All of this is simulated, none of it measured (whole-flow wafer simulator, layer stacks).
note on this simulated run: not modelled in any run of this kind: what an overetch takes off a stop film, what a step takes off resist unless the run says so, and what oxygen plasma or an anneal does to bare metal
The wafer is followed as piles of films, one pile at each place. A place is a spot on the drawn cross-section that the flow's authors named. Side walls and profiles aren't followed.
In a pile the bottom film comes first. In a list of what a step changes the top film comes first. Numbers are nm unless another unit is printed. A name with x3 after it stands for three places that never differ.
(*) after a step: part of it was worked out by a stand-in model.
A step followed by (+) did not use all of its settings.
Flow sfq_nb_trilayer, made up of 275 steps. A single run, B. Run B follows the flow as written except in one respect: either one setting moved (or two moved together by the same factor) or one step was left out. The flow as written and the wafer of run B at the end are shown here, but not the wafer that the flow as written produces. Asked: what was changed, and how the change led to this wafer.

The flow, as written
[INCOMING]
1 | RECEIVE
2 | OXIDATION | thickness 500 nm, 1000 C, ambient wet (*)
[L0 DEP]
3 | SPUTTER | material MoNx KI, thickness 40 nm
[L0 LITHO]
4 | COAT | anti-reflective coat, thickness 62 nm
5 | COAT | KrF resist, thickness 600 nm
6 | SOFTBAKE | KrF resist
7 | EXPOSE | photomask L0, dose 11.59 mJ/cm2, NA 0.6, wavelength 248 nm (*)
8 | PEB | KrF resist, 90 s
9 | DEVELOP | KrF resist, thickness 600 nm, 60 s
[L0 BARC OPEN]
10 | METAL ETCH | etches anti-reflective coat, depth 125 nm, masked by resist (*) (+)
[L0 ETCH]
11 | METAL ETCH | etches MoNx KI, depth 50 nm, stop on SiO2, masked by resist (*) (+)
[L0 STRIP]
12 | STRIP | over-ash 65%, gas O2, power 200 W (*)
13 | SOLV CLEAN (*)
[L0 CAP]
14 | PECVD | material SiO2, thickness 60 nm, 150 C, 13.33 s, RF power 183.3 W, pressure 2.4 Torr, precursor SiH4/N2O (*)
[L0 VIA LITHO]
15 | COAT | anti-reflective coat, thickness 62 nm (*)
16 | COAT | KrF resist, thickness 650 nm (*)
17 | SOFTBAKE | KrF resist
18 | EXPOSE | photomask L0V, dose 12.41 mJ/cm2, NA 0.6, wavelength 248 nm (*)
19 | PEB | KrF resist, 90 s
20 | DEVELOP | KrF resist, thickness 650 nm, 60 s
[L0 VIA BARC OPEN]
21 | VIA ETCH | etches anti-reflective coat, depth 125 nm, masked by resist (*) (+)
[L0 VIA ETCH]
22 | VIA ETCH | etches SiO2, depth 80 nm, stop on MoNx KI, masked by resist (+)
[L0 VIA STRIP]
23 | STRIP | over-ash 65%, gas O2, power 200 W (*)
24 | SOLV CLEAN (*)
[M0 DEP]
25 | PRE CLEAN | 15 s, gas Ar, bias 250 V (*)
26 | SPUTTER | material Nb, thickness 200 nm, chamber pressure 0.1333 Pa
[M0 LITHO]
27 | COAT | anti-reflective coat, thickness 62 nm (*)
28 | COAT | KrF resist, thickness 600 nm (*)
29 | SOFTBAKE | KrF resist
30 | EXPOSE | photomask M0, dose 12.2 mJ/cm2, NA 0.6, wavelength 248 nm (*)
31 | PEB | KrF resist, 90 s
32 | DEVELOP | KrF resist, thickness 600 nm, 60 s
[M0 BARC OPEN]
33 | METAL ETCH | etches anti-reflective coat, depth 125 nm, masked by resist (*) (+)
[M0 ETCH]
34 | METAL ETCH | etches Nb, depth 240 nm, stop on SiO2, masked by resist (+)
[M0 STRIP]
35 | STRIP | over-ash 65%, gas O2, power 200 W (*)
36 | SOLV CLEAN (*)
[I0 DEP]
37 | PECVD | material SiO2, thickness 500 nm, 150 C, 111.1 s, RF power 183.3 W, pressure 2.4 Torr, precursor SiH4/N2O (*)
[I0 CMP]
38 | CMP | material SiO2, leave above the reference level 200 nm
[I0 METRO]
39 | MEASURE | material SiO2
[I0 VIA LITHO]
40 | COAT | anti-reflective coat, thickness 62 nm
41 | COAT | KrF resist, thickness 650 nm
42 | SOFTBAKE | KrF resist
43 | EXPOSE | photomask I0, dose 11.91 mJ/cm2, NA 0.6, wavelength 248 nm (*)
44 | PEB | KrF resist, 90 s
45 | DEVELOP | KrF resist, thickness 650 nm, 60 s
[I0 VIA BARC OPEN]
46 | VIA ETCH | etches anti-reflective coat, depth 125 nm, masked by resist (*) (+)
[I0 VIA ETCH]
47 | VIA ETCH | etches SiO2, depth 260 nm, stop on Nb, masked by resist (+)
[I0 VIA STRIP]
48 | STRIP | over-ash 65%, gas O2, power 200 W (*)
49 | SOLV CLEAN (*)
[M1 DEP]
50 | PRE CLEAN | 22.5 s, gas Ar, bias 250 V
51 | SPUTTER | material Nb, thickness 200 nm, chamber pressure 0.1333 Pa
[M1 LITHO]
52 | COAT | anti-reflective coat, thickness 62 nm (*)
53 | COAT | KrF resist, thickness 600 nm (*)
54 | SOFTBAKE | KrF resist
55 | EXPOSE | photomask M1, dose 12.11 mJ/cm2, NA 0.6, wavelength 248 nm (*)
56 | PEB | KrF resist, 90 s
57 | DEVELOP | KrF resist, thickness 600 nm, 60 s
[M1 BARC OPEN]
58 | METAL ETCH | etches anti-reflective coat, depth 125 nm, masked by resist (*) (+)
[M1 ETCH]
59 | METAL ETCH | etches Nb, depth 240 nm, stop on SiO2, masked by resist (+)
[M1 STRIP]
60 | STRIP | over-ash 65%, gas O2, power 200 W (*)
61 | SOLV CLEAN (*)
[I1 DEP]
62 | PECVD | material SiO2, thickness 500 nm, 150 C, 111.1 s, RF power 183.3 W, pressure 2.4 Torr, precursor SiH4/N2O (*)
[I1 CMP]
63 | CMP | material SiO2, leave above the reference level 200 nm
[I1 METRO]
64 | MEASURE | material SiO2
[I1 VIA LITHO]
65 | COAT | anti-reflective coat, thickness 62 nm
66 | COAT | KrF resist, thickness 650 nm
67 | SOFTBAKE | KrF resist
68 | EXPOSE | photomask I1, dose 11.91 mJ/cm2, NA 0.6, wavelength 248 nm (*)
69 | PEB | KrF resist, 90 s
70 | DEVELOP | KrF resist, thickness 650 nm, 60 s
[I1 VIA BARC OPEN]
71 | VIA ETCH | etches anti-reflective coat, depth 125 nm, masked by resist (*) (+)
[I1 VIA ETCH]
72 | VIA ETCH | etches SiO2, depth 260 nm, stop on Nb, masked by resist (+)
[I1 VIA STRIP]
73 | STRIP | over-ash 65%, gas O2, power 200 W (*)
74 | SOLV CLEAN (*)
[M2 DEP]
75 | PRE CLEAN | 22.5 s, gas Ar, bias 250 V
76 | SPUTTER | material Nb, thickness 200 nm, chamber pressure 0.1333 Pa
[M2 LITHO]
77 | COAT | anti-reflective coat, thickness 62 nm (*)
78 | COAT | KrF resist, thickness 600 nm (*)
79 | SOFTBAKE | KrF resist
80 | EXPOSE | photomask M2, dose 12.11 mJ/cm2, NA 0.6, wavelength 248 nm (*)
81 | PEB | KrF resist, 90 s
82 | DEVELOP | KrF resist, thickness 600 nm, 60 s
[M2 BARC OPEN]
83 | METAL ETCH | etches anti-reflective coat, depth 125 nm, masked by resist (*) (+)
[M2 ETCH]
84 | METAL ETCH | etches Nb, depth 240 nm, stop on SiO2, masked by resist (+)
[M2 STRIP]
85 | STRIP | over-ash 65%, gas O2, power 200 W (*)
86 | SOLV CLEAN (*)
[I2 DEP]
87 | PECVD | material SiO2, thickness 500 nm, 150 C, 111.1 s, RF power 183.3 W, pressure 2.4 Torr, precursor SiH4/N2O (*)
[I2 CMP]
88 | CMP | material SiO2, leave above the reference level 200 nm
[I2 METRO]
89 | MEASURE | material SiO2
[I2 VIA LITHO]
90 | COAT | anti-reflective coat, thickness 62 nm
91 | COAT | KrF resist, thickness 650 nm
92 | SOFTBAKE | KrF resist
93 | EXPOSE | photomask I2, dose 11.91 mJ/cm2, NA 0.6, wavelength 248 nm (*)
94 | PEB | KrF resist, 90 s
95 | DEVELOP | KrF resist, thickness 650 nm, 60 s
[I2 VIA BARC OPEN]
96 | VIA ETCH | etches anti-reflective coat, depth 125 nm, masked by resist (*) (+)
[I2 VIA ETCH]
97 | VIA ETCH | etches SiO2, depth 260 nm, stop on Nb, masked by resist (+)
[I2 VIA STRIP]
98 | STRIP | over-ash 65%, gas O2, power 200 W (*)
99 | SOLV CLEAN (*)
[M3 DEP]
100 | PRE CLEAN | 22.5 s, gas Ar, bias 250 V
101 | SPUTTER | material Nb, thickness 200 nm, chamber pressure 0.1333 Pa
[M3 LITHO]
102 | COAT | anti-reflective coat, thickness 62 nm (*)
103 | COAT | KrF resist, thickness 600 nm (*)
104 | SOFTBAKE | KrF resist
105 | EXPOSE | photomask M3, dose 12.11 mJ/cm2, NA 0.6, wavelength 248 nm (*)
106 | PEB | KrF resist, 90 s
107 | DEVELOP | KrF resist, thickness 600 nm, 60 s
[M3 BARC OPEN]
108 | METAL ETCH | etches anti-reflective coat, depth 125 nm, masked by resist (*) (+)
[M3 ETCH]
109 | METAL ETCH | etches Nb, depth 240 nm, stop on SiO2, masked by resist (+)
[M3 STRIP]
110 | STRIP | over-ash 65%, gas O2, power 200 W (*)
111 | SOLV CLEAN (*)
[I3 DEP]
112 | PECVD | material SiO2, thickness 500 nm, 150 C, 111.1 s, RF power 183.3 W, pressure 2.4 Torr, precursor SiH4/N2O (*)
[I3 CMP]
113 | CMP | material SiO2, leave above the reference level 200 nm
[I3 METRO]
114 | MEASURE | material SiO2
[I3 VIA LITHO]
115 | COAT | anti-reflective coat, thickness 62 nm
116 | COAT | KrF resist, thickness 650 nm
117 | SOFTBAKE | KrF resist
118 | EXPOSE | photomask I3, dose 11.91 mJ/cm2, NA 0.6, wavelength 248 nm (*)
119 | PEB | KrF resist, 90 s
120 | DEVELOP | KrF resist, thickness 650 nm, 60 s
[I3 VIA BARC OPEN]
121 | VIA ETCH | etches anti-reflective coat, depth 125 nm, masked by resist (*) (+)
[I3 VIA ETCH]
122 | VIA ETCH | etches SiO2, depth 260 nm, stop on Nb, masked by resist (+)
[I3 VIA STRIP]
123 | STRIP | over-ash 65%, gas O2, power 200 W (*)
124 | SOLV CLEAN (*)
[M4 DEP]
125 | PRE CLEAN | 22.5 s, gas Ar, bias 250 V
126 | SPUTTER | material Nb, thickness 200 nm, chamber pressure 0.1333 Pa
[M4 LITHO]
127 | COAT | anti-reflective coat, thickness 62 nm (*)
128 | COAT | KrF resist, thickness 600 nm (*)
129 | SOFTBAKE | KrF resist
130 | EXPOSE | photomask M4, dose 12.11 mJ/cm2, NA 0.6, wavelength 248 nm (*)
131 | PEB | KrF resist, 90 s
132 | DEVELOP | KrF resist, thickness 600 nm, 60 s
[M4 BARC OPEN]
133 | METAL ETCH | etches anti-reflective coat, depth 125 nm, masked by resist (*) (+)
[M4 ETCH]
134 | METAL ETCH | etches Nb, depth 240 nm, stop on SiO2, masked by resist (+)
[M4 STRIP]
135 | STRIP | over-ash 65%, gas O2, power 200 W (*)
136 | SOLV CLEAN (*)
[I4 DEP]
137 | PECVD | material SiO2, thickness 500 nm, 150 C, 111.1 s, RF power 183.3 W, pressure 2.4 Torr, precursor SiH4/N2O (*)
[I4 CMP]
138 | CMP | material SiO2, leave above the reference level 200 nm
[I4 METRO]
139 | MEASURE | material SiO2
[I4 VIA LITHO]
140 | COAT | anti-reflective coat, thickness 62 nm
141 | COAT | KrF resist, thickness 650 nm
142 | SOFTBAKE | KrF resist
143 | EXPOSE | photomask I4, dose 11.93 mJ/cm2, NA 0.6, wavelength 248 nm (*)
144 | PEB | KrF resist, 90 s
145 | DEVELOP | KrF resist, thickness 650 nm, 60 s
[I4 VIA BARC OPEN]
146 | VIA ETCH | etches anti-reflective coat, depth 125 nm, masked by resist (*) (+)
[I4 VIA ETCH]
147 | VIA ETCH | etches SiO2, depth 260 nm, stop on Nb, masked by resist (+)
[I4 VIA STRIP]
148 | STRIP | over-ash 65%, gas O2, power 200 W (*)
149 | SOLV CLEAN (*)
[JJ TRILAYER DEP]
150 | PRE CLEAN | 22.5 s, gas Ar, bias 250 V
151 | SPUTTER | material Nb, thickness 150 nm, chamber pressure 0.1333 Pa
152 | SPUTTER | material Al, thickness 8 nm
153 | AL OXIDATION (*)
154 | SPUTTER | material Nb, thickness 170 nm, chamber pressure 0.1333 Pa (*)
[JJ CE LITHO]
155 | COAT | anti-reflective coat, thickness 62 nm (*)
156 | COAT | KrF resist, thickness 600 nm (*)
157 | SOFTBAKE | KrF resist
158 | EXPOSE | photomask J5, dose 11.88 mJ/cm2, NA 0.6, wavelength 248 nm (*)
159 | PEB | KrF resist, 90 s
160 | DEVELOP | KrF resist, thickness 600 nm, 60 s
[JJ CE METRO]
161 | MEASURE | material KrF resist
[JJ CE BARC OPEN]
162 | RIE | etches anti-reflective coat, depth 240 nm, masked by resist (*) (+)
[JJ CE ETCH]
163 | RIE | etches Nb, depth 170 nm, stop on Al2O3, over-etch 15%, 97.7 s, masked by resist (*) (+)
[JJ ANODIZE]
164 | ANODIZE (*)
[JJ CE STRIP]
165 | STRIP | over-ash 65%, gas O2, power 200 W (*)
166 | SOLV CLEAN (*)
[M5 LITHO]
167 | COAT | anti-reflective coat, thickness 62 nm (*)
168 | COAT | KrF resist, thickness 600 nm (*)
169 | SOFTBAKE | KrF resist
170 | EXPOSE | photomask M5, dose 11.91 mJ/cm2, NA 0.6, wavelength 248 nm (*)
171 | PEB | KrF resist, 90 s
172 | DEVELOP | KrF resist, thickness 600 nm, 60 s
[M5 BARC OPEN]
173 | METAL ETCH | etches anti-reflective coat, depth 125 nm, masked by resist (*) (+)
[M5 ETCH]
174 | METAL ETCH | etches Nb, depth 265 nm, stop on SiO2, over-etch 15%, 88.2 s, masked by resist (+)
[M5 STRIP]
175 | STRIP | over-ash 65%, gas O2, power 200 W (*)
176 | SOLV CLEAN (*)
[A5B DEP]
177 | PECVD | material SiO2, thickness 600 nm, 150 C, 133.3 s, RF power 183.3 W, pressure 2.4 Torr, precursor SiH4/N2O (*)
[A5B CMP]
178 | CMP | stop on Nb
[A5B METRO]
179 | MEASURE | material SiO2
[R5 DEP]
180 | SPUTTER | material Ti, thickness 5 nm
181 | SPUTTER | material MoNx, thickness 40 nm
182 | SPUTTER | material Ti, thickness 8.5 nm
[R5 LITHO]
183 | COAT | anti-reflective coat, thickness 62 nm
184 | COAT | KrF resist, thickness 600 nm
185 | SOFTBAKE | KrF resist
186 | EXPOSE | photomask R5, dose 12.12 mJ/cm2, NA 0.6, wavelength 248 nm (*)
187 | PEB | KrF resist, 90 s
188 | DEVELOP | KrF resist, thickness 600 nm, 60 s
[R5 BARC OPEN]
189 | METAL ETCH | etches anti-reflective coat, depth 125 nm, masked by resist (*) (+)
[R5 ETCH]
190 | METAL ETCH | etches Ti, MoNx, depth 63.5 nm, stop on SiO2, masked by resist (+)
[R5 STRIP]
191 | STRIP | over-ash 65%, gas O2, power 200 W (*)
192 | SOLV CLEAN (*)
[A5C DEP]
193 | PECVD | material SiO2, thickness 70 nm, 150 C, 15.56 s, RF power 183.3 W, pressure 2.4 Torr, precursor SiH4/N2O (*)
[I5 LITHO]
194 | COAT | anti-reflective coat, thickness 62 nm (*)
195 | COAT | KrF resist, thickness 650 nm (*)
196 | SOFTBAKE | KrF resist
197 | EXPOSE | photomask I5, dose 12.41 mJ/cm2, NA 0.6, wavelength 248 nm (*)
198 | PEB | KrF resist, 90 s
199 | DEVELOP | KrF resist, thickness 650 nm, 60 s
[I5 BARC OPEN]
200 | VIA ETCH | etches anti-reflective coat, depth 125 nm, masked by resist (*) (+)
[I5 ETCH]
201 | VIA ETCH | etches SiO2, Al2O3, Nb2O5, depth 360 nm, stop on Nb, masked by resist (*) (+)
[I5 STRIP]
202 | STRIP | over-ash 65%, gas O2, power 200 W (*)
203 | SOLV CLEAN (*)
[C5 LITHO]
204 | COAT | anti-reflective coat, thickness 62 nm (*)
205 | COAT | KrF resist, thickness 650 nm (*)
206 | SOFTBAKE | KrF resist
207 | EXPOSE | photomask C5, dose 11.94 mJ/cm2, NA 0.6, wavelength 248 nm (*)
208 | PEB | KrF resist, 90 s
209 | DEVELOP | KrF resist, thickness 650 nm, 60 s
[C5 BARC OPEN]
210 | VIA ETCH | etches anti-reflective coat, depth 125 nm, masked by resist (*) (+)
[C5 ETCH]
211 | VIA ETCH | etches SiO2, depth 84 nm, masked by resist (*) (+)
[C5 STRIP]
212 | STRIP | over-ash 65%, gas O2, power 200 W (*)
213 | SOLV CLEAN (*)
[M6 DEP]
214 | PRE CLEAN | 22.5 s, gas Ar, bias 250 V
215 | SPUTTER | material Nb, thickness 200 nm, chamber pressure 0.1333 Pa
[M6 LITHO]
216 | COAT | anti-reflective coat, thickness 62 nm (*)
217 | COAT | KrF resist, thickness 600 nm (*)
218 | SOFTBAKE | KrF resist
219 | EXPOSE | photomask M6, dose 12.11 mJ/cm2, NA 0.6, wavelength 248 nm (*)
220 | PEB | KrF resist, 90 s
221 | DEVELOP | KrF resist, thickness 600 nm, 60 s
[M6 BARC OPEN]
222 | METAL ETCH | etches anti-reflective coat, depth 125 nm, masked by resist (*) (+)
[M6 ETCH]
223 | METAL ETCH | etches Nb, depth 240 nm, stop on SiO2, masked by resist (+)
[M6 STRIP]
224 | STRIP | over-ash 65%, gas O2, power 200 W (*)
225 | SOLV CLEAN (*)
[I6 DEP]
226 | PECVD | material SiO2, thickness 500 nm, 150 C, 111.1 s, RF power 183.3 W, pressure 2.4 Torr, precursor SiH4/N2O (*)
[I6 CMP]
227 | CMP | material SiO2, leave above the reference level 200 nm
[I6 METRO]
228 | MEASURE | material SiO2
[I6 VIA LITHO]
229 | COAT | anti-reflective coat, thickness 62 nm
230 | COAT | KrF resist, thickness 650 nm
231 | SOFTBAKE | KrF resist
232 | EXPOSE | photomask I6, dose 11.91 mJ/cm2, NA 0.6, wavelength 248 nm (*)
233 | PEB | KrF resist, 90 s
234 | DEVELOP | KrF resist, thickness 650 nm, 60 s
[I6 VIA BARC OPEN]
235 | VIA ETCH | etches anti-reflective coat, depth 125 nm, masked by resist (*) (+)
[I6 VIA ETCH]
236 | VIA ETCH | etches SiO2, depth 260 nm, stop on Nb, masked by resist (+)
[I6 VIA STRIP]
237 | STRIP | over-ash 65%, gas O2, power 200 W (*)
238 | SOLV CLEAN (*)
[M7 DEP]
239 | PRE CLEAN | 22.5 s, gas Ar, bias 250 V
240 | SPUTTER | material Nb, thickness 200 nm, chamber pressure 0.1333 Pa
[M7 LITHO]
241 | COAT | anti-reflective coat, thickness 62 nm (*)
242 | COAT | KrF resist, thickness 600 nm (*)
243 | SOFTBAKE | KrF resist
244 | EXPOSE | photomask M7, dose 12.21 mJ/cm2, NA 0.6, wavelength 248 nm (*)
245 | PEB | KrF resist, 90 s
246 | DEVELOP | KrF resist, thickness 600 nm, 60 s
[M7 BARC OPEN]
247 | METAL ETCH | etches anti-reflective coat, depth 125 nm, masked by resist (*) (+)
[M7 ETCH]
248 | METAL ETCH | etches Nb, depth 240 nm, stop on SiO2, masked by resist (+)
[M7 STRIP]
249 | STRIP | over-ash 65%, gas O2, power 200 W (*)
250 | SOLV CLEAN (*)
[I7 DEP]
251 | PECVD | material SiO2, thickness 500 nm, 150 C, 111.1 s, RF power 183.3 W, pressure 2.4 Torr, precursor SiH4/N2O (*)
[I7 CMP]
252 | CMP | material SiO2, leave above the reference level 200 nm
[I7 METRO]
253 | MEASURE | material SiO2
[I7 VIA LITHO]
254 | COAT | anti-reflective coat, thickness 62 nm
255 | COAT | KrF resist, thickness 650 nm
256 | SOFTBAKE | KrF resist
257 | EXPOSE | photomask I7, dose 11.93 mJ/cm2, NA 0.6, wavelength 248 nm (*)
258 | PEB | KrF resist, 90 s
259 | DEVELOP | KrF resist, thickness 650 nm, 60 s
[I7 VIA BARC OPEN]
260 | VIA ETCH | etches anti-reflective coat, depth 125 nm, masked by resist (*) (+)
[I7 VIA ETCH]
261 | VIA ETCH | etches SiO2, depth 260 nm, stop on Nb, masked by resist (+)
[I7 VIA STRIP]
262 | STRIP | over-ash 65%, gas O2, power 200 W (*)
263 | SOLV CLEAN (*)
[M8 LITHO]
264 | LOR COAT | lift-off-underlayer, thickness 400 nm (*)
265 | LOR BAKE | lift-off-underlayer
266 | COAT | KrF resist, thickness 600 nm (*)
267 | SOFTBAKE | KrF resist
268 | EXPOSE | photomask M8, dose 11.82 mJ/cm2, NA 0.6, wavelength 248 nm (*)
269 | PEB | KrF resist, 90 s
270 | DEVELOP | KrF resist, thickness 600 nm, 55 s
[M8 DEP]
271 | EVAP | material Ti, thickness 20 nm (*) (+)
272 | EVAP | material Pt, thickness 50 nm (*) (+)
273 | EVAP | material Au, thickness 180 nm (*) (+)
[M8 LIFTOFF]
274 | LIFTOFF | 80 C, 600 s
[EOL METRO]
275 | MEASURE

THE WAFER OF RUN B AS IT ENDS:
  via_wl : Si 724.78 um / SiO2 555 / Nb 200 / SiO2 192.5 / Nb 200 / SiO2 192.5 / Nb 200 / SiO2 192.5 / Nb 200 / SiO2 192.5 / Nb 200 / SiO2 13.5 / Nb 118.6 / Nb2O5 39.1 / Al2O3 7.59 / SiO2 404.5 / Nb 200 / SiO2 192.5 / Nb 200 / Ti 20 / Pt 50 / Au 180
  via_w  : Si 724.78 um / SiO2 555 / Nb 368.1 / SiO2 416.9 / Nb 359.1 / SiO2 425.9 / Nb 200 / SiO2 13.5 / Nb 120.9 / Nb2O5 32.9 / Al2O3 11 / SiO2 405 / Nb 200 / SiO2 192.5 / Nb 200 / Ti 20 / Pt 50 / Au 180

What caused this: step 147, VIA ETCH: depth 178.8 nm was run, while the flow as written has depth 260 nm.

The path from the change to this, step by step:
  147 | VIA ETCH | etches SiO2, depth 260 nm, stop on Nb, masked by resist (+)
      via_wl, via_w, via_wr: SiO2 loses 178.8 (in the flow as written it would be: SiO2 loses 199.8 (all of it))
      field_l, v_sur, via_sp and 100 more: KrF resist loses 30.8 (in the flow as written it would be: KrF resist loses 44.8)
  148 | STRIP | over-ash 65%, gas O2, power 200 W (*)
      field_l, v_sur, via_sp and 100 more: KrF resist loses 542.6 (all of it), anti-reflective coat loses 62 (all of it) (in the flow as written it would be: KrF resist loses 528.6 (all of it), anti-reflective coat loses 62 (all of it))
  150 | PRE CLEAN | 22.5 s, gas Ar, bias 250 V
      via_wl, via_w, via_wr: SiO2 loses 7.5 (in the flow as written it would be: Nb loses 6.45)
  151 | SPUTTER | material Nb, thickness 150 nm, chamber pressure 0.1333 Pa
      via_wl, via_w, via_wr: Nb gains 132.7 (new film) (in the flow as written it would be: Nb gains 130.4)
  154 | SPUTTER | material Nb, thickness 170 nm, chamber pressure 0.1333 Pa (*)
      via_wl, via_wr: Nb gains 144.2 (new film) (in the flow as written it would be: Nb gains 140.7 (new film))
      via_w: Nb gains 144.5 (new film) (in the flow as written it would be: Nb gains 141 (new film))
  155 | COAT | anti-reflective coat, thickness 62 nm (*)
      via_wl, via_wr: anti-reflective coat gains 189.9 (new film) (in the flow as written it would be: anti-reflective coat gains 209.4 (new film))
      via_w: anti-reflective coat gains 95.4 (new film) (in the flow as written it would be: anti-reflective coat gains 97.4 (new film))
  156 | COAT | KrF resist, thickness 600 nm (*)
      via_w: KrF resist gains 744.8 (new film) (in the flow as written it would be: KrF resist gains 763.8 (new film))
  160 | DEVELOP | KrF resist, thickness 600 nm, 60 s
      via_w: KrF resist loses 743.2 (all of it) (in the flow as written it would be: KrF resist loses 762.1 (all of it))
  162 | RIE | etches anti-reflective coat, depth 240 nm, masked by resist (*) (+)
      ce_l, c5j, ce_r, wl_jj: KrF resist loses 189.9 (in the flow as written it would be: KrF resist loses 209.4)
      via_wl, via_wr: anti-reflective coat loses 189.9 (all of it) (in the flow as written it would be: anti-reflective coat loses 209.4 (all of it))
      (also at 1 further place)
  163 | RIE | etches Nb, depth 170 nm, stop on Al2O3, over-etch 15%, 97.7 s, masked by resist (*) (+)
      via_wl, via_wr: Nb loses 144.2 (all of it), Al2O3 loses 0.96 (all of it) (in the flow as written it would be: Nb loses 140.7 (all of it), Al2O3 loses 0.96 (all of it))
      via_w: Nb loses 144.5 (all of it), Al2O3 loses 0.96 (all of it) (in the flow as written it would be: Nb loses 141 (all of it), Al2O3 loses 0.96 (all of it))
  165 | STRIP | over-ash 65%, gas O2, power 200 W (*)
      ce_l: KrF resist loses 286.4 (all of it), anti-reflective coat loses 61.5 (all of it) (in the flow as written it would be: KrF resist loses 266.8 (all of it), anti-reflective coat loses 61.4 (all of it))
      c5j: KrF resist loses 286.4 (all of it), anti-reflective coat loses 61.5 (all of it) (in the flow as written it would be: KrF resist loses 266.9 (all of it), anti-reflective coat loses 61.5 (all of it))
      (also at 2 further places)
  167 | COAT | anti-reflective coat, thickness 62 nm (*)
      via_wl: anti-reflective coat gains 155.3 (new film) (in the flow as written it would be: anti-reflective coat gains 170.5 (new film))
      via_wr: anti-reflective coat gains 155.3 (new film) (in the flow as written it would be: anti-reflective coat gains 170.6 (new film))
  168 | COAT | KrF resist, thickness 600 nm (*)
      via_w: KrF resist gains 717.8 (new film) (in the flow as written it would be: KrF resist gains 732.6 (new film))
  175 | STRIP | over-ash 65%, gas O2, power 200 W (*)
      via_wl: KrF resist loses 425.2 (all of it), anti-reflective coat loses 155.3 (all of it) (in the flow as written it would be: KrF resist loses 427 (all of it), anti-reflective coat loses 170.5 (all of it))
      via_w: KrF resist loses 488.7 (all of it), anti-reflective coat loses 82.9 (all of it) (in the flow as written it would be: KrF resist loses 503.5 (all of it), anti-reflective coat loses 84.1 (all of it))
      (also at 1 further place)
  178 | CMP | stop on Nb
      via_wl, via_wr: SiO2 loses 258 (in the flow as written it would be: SiO2 loses 235.7)
      via_w: SiO2 loses 257.5 (in the flow as written it would be: SiO2 loses 235.2)
With metal films that touch counted as one body, via_wl has 8 bodies (between them, from the top down: SiO2 192.5; SiO2 404.5 / Al2O3 7.59 / Nb2O5 39.1; SiO2 13.5; SiO2 192.5; SiO2 192.5; SiO2 192.5; SiO2 192.5); the flow as written gives 7 bodies (between them, from the top down: SiO2 192.5; SiO2 426.8 / Al2O3 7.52 / Nb2O5 39.2; SiO2 192.5; SiO2 192.5; SiO2 192.5; SiO2 192.5).
With metal films that touch counted as one body, via_w has 6 bodies (between them, from the top down: SiO2 192.5; SiO2 405 / Al2O3 11 / Nb2O5 32.9; SiO2 13.5; SiO2 425.9; SiO2 416.9); the flow as written gives 5 bodies (between them, from the top down: SiO2 192.5; SiO2 427.3 / Al2O3 10.8 / Nb2O5 33.3; SiO2 425.9; SiO2 416.9).
